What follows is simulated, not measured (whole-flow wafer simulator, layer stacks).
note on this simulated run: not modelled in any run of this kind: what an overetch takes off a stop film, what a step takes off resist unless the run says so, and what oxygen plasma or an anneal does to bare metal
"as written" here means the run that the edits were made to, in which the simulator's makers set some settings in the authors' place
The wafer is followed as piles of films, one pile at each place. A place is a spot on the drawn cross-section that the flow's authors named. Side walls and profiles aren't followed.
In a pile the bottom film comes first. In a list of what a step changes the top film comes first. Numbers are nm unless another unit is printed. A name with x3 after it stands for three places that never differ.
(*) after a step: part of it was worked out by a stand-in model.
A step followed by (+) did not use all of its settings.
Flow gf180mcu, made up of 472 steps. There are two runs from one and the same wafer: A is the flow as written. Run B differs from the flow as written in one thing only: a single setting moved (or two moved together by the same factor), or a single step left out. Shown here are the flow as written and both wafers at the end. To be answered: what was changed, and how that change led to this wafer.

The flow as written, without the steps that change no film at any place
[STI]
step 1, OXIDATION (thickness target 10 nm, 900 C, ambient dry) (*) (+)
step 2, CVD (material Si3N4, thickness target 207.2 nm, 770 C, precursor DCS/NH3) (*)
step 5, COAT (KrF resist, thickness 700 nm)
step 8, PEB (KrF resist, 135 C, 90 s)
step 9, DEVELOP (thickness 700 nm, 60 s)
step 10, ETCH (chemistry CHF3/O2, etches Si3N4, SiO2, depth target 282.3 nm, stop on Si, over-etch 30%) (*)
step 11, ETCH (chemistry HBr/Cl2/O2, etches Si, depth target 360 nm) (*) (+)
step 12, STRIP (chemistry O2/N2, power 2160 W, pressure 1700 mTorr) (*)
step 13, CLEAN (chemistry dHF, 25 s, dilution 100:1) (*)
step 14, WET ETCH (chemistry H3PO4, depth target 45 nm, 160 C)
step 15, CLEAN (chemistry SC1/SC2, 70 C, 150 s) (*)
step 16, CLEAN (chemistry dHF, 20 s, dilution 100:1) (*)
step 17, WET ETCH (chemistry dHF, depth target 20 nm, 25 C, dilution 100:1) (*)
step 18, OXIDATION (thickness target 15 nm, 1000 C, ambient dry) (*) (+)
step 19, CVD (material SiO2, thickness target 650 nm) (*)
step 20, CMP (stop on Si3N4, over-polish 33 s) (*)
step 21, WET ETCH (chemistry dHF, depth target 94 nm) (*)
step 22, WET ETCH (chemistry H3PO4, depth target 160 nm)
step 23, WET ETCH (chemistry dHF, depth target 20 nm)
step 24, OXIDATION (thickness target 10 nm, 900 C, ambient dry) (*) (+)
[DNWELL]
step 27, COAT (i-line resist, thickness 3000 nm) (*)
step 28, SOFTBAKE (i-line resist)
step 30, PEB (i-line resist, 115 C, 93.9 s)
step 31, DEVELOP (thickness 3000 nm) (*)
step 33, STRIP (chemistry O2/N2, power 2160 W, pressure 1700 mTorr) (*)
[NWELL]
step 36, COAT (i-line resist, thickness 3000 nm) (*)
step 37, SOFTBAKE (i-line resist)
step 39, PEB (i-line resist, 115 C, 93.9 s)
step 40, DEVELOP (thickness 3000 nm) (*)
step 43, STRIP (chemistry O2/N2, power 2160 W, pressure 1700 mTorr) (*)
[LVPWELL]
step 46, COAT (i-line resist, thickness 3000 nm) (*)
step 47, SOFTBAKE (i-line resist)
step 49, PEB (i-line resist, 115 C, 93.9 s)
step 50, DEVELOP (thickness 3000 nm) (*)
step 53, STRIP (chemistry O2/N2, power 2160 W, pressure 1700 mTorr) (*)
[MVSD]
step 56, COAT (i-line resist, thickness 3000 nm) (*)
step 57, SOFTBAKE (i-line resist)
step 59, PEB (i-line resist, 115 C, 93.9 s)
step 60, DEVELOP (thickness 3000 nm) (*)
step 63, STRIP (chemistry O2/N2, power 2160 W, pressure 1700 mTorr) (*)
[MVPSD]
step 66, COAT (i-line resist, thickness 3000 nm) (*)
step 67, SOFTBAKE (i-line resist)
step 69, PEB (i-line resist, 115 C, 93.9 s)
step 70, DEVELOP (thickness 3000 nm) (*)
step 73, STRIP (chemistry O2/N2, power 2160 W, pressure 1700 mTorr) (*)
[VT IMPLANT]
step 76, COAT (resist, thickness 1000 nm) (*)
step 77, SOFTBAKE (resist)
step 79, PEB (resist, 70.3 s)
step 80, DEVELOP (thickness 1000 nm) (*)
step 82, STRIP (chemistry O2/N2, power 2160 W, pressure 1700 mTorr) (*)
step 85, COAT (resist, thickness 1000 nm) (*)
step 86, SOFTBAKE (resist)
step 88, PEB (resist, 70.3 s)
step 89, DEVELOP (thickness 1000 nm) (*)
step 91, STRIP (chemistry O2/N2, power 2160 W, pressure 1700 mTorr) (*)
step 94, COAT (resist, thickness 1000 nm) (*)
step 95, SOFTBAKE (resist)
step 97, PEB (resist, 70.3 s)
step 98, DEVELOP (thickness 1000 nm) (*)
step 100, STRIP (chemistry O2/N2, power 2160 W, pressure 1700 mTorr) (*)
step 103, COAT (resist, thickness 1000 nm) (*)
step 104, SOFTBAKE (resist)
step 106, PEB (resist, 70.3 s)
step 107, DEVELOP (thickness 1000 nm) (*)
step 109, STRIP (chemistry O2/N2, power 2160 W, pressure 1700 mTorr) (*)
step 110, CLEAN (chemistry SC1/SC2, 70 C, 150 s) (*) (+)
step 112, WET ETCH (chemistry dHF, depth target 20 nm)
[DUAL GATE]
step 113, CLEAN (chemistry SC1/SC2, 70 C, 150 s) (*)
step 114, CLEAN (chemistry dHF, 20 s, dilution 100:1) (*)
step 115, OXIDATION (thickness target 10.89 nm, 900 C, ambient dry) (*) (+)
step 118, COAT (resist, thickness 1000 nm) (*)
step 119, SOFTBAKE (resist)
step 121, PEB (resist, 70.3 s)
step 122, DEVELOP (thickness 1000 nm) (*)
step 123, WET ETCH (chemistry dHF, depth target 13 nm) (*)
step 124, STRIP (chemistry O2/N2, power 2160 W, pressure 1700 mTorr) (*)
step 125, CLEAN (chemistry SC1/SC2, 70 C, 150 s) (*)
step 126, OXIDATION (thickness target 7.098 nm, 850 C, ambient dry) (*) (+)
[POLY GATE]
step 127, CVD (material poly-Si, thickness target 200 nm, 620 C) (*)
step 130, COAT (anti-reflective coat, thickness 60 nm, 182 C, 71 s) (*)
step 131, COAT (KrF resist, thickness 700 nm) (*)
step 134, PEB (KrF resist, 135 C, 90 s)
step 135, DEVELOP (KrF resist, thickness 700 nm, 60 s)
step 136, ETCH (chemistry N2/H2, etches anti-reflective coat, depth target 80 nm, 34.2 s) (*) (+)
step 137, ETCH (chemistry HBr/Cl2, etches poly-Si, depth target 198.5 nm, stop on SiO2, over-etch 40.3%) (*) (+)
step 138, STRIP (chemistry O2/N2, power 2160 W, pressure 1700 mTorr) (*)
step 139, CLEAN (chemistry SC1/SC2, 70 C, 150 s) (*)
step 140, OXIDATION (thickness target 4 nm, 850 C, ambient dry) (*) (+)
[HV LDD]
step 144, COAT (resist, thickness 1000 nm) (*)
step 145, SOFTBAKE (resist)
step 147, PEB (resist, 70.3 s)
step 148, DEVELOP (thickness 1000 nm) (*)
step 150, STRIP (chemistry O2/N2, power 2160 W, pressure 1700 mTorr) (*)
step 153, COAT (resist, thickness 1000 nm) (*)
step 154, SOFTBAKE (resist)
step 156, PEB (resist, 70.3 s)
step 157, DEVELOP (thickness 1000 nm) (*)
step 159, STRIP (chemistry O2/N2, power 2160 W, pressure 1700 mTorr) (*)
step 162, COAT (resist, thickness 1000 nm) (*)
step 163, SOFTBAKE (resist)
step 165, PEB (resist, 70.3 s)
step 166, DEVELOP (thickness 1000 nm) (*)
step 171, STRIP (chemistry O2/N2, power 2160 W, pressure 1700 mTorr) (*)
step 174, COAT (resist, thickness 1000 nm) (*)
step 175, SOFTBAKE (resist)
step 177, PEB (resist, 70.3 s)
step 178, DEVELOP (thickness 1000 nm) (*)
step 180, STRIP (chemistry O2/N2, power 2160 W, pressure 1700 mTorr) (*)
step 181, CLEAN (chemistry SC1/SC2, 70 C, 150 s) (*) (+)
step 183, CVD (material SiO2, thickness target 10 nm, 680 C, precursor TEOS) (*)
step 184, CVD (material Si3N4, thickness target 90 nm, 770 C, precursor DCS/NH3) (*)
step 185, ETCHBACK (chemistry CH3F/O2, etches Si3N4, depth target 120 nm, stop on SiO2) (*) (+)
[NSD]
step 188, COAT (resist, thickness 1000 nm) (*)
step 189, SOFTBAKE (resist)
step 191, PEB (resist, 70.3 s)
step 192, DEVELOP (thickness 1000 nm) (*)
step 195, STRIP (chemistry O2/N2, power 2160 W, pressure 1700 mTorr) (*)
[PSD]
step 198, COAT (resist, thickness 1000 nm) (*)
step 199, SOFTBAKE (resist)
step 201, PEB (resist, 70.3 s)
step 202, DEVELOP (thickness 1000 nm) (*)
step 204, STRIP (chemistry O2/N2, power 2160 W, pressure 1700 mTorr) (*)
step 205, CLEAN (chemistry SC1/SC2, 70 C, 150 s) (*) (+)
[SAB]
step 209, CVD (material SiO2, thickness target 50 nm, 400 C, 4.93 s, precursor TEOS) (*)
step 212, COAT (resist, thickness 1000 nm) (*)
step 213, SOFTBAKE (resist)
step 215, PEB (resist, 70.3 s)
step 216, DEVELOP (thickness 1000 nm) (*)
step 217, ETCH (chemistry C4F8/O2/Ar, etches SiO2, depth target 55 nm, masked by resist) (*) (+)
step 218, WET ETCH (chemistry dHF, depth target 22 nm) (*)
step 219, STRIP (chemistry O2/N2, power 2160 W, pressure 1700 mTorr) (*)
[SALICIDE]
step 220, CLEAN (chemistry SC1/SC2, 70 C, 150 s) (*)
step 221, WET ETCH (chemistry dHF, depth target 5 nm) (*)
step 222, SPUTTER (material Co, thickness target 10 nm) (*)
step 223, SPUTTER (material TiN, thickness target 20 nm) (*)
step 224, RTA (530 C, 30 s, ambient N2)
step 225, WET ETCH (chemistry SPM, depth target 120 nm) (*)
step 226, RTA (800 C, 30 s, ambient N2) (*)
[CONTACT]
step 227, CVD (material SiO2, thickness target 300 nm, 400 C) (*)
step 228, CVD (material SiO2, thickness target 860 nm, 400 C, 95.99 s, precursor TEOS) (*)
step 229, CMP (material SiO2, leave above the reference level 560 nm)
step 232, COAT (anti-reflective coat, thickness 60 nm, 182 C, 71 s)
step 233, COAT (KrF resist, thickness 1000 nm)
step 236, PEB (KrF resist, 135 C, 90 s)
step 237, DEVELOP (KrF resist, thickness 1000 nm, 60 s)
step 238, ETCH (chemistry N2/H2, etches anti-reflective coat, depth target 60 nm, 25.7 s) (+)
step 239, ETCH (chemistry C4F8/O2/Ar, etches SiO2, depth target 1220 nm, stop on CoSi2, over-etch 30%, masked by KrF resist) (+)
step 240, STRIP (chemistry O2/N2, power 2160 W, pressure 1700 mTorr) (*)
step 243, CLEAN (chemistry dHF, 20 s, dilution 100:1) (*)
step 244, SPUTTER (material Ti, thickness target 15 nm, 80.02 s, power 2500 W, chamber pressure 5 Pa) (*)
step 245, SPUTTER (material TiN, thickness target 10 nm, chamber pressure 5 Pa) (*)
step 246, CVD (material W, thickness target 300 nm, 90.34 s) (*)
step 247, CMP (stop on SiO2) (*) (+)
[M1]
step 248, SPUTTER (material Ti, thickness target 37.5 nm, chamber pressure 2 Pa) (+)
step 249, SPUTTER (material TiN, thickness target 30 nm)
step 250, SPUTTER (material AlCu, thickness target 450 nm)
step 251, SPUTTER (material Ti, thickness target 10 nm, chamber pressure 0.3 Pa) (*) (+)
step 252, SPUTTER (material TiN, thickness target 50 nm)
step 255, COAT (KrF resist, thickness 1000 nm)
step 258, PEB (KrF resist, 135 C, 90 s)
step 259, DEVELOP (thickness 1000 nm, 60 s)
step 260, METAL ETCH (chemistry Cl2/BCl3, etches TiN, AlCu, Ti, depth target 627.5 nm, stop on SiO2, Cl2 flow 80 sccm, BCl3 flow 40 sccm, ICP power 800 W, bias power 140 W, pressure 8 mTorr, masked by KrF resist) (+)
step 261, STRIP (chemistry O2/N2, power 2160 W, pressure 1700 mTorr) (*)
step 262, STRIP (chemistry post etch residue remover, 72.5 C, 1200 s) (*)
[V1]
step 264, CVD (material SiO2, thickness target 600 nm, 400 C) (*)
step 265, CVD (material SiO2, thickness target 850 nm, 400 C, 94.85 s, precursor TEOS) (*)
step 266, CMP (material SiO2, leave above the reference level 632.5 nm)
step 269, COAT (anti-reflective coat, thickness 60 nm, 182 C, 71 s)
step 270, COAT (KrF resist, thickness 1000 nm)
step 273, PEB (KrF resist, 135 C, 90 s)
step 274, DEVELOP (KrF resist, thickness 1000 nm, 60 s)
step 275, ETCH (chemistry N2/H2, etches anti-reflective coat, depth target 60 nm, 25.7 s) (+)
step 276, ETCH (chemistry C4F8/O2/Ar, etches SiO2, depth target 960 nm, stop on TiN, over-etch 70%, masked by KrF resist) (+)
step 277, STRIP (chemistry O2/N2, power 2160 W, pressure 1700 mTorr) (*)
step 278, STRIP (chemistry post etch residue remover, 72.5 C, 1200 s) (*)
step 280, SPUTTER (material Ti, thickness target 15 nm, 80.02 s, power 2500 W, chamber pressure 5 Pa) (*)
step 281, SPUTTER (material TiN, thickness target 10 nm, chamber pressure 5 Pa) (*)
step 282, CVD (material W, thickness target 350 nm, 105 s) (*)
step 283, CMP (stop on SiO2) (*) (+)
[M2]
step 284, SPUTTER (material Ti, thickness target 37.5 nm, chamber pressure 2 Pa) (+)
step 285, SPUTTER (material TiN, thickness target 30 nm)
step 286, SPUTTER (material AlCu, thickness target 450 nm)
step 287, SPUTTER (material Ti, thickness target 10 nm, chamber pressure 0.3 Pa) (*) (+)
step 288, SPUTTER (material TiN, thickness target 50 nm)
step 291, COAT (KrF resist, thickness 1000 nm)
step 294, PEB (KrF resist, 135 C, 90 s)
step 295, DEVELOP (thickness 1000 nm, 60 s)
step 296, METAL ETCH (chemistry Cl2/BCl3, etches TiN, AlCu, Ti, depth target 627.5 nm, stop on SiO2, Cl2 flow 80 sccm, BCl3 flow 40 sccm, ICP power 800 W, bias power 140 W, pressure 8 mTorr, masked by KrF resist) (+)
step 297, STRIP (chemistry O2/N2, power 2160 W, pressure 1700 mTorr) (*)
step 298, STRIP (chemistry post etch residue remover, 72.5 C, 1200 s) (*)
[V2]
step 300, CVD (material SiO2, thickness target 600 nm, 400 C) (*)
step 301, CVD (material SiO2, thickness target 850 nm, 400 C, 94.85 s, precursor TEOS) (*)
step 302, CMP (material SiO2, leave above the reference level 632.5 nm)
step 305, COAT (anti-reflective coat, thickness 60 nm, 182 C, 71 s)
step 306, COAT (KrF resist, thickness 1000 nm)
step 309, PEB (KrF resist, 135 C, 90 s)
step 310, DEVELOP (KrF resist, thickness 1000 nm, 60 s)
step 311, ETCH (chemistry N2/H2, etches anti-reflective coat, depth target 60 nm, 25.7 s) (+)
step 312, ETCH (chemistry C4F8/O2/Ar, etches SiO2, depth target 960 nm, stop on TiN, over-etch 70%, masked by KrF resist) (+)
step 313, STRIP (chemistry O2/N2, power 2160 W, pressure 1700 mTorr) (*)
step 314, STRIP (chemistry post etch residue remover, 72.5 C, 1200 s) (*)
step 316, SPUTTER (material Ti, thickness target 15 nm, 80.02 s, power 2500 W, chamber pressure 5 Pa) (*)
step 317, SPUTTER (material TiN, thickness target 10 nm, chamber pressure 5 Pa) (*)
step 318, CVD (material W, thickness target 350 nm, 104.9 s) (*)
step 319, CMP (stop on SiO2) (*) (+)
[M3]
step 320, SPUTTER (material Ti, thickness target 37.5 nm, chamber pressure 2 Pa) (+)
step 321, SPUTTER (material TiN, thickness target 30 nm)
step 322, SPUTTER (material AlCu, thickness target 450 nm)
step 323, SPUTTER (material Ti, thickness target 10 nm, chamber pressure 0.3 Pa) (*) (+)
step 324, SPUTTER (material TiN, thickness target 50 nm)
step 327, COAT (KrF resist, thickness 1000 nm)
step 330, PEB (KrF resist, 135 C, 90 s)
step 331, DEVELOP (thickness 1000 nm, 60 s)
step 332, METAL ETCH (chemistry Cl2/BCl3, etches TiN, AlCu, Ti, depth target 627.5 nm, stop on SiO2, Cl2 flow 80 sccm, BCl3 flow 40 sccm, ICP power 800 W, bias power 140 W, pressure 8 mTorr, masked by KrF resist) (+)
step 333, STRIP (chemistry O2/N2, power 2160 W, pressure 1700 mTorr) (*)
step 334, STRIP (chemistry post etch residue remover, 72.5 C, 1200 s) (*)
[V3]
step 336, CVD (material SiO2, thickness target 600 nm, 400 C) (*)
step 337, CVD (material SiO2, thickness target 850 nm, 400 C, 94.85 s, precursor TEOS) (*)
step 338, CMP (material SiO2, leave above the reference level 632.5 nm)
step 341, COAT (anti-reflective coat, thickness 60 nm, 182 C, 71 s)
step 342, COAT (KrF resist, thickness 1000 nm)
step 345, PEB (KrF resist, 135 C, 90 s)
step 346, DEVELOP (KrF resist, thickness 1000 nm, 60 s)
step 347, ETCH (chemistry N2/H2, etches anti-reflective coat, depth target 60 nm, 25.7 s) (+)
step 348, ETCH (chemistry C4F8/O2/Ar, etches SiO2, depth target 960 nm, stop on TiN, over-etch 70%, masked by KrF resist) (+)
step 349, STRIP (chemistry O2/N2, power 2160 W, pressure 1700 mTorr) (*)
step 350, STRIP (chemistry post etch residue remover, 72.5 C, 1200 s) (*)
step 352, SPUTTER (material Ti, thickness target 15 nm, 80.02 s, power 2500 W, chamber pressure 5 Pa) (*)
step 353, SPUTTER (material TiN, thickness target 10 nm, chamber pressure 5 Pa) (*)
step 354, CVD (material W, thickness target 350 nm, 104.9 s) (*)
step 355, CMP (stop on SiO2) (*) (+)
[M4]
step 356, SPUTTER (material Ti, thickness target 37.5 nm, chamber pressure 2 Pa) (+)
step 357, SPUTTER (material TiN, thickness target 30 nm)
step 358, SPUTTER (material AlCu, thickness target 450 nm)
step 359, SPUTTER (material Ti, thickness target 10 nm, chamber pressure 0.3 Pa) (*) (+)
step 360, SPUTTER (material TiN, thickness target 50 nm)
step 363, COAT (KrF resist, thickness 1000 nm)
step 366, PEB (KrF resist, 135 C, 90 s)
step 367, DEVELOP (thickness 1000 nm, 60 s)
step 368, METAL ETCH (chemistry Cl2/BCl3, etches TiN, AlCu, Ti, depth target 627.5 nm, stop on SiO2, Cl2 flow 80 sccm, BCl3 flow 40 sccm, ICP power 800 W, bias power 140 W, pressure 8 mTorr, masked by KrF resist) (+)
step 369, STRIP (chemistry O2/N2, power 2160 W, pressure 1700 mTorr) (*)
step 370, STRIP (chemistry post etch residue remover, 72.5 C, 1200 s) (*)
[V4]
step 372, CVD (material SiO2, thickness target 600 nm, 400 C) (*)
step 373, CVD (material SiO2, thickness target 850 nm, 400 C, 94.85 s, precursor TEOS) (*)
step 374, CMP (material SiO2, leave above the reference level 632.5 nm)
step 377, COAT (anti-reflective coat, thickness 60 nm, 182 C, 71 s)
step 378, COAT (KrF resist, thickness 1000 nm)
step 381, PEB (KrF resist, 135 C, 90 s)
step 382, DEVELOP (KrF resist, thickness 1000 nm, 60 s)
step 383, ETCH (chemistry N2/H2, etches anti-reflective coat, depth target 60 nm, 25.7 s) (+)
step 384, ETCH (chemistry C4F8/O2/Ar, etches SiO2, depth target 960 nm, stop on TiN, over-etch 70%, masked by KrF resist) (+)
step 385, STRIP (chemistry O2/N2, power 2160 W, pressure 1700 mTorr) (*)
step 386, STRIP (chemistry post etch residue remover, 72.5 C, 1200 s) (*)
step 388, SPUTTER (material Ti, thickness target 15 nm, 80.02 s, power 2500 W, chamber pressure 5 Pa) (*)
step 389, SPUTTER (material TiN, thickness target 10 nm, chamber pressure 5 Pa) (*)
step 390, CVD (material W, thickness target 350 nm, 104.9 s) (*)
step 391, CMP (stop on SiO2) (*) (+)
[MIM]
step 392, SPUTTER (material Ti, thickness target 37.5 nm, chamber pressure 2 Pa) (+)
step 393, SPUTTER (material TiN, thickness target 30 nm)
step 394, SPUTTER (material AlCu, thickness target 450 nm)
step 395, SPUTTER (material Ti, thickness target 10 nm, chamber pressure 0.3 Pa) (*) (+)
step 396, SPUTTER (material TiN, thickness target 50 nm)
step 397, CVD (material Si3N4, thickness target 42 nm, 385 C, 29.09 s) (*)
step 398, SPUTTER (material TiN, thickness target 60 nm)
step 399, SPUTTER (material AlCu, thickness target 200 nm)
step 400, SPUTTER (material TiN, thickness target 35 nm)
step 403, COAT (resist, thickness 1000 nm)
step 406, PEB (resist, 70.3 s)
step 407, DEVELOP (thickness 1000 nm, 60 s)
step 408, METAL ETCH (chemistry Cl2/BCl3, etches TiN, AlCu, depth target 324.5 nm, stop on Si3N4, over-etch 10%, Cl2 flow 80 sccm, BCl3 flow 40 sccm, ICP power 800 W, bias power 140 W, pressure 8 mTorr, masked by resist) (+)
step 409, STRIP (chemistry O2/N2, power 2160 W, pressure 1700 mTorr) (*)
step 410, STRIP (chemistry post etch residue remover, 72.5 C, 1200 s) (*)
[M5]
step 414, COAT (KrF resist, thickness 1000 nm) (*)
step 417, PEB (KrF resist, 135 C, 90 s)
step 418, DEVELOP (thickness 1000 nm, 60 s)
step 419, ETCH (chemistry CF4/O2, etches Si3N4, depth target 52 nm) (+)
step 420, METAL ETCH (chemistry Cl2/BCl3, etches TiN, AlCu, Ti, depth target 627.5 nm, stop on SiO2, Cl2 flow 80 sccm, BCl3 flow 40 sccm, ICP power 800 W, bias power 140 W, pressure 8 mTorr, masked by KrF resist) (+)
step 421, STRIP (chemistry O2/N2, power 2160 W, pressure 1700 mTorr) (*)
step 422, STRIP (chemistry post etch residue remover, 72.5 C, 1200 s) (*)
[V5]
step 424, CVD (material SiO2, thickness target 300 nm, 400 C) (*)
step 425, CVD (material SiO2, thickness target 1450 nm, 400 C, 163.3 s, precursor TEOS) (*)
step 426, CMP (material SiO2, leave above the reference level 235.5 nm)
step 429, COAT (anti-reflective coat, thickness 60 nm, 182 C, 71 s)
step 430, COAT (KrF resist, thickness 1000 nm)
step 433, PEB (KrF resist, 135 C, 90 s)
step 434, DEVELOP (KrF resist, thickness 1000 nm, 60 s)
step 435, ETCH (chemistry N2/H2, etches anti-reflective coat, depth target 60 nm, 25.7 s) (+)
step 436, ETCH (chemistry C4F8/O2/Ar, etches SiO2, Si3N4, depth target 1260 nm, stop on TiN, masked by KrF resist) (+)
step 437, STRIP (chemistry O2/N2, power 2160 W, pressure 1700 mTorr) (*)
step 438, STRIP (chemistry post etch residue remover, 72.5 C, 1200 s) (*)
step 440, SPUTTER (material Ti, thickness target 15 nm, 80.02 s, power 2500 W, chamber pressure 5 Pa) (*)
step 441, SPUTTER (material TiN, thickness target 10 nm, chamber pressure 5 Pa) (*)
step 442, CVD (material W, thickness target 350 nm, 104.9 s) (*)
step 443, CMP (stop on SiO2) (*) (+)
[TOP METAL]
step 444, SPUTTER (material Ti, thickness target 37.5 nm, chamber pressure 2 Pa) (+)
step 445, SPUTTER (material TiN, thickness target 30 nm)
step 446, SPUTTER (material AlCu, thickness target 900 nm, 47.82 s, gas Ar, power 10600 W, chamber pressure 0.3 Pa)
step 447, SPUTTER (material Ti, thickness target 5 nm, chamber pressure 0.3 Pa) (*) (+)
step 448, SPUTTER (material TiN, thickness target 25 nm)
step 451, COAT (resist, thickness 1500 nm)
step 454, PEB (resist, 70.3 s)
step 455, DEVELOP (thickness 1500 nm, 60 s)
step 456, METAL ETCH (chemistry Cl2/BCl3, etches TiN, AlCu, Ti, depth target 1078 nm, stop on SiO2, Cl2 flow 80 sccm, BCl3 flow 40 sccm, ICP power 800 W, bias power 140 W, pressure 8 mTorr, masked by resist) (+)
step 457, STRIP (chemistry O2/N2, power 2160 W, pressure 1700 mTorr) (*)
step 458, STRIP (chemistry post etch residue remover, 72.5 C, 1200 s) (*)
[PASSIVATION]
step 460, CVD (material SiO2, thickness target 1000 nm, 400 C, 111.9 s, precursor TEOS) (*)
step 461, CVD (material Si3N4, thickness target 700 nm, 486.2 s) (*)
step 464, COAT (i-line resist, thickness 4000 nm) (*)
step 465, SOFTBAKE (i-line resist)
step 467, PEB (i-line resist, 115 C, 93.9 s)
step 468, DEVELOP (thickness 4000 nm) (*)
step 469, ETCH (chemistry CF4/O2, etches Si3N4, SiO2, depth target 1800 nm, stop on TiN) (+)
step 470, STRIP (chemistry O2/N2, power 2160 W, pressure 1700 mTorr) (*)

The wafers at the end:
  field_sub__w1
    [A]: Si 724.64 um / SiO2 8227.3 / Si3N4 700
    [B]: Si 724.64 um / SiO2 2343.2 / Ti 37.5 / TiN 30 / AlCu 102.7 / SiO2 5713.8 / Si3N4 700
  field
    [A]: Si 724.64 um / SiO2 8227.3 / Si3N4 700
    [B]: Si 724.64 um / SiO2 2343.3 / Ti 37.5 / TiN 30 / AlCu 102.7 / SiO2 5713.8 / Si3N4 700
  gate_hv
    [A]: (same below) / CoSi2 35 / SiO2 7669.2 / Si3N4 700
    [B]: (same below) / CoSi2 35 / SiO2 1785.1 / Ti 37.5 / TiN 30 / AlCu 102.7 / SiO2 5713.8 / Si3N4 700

What caused this: step 296, METAL ETCH: depth target 401.6 nm was run, while the flow as written has depth target 627.5 nm.

The path from the change to this, step by step:
  step 296, METAL ETCH (chemistry Cl2/BCl3, etches TiN, AlCu, Ti, depth target 627.5 nm, stop on SiO2, Cl2 flow 80 sccm, BCl3 flow 40 sccm, ICP power 800 W, bias power 140 W, pressure 8 mTorr, masked by KrF resist) (+)
      field, field__w1, field__w2 and 103 more: A -50 TiN (all of it), -10 Ti (all of it), -450 AlCu (all of it), -30 TiN (all of it), -37.5 Ti (all of it) | B -50 TiN (all of it), -10 Ti (all of it), -341.6 AlCu
      field__w8, contact, m1, m1__w1, m1_nw: A -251 KrF resist | B -160.6 KrF resist
  step 297, STRIP (chemistry O2/N2, power 2160 W, pressure 1700 mTorr) (*)
      field__w8, contact, m1, m1__w1, m1_nw: A -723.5 KrF resist (all of it) | B -813.9 KrF resist (all of it)
  step 298, STRIP (chemistry post etch residue remover, 72.5 C, 1200 s) (*)
      field, field__w1, field__w2 and 103 more: A nothing | B -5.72 AlCu
  step 300, CVD (material SiO2, thickness target 600 nm, 400 C) (*)
      field, field__w1, field__w2 and 103 more: A +600 SiO2 | B +600 SiO2 (new film)
  step 302, CMP (material SiO2, leave above the reference level 632.5 nm)
      field, field__w1, field__w2 and 103 more: A -300 SiO2 | B -470.2 SiO2
Taking metal films that touch as one body, field_sub__w1 has 1 body; the flow as written gives 0 bodies.
Taking metal films that touch as one body, field has 1 body; the flow as written gives 0 bodies.
Taking metal films that touch as one body, gate_hv has 2 bodies (between them, from the top down: SiO2 1785.1); the flow as written gives 1 body.
